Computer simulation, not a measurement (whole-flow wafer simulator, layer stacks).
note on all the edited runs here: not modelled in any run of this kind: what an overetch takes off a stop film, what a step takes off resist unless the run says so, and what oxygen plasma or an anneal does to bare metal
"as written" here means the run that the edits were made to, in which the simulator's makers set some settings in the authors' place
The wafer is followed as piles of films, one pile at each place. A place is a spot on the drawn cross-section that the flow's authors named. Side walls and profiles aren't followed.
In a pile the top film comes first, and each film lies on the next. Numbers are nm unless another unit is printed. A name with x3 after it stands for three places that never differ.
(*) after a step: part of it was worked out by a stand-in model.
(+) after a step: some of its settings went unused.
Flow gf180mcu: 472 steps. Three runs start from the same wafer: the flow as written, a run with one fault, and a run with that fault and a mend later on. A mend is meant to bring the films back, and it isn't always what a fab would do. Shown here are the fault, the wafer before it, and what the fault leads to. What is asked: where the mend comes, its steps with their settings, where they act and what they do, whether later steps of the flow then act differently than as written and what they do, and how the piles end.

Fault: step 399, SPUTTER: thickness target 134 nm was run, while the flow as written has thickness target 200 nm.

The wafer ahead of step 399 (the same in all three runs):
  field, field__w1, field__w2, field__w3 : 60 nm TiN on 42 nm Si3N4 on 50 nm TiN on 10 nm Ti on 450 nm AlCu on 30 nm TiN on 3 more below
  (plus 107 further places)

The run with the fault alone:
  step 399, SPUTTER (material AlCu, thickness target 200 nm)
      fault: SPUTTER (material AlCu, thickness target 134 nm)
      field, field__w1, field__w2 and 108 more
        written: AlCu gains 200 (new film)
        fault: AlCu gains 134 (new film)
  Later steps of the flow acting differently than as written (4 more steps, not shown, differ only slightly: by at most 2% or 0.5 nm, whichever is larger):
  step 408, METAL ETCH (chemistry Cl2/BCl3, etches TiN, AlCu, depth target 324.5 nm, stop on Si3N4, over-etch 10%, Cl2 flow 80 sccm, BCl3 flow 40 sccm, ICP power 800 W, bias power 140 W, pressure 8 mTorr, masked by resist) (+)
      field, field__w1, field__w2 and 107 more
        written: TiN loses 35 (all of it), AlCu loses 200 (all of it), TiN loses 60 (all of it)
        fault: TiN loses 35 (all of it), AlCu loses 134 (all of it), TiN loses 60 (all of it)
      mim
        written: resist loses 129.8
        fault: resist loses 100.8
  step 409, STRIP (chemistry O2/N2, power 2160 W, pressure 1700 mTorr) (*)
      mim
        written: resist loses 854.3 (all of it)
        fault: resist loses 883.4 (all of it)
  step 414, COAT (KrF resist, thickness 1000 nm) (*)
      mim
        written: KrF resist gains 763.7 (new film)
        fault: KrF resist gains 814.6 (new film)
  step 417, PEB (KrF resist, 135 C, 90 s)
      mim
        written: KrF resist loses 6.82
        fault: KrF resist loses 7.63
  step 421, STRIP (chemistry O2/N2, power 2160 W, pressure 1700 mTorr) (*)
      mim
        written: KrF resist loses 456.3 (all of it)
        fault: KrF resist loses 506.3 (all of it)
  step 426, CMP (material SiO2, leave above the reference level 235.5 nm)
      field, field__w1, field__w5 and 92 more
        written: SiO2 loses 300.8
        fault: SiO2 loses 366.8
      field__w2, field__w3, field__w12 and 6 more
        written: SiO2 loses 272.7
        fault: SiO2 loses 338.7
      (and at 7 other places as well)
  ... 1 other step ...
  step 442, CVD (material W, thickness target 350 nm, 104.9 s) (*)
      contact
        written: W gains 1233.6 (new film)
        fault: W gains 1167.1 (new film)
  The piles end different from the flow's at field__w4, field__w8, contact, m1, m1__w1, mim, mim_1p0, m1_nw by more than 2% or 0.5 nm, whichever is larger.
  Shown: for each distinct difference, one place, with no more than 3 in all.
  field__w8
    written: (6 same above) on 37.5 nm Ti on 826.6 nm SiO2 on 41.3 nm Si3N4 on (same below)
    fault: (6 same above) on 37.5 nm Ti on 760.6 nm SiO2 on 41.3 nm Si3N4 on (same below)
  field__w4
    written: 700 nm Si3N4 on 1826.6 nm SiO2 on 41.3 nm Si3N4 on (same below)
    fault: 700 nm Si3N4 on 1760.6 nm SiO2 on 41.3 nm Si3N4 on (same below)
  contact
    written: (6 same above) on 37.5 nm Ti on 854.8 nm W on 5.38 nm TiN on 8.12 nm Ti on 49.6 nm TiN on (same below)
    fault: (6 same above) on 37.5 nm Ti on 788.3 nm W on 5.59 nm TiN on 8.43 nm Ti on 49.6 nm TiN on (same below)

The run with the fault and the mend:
  The mend stands after step 399.
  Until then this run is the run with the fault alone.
  step 399a, SPUTTER (material AlCu, thickness target 66 nm) (the flow's step 399 again, with other settings)
      field, field__w1, field__w2 and 108 more
        AlCu gains 66
  None of the later steps of the flow acts differently than as written at any place that is followed.
  By the end, the piles equal the flow's at every place that both follow.
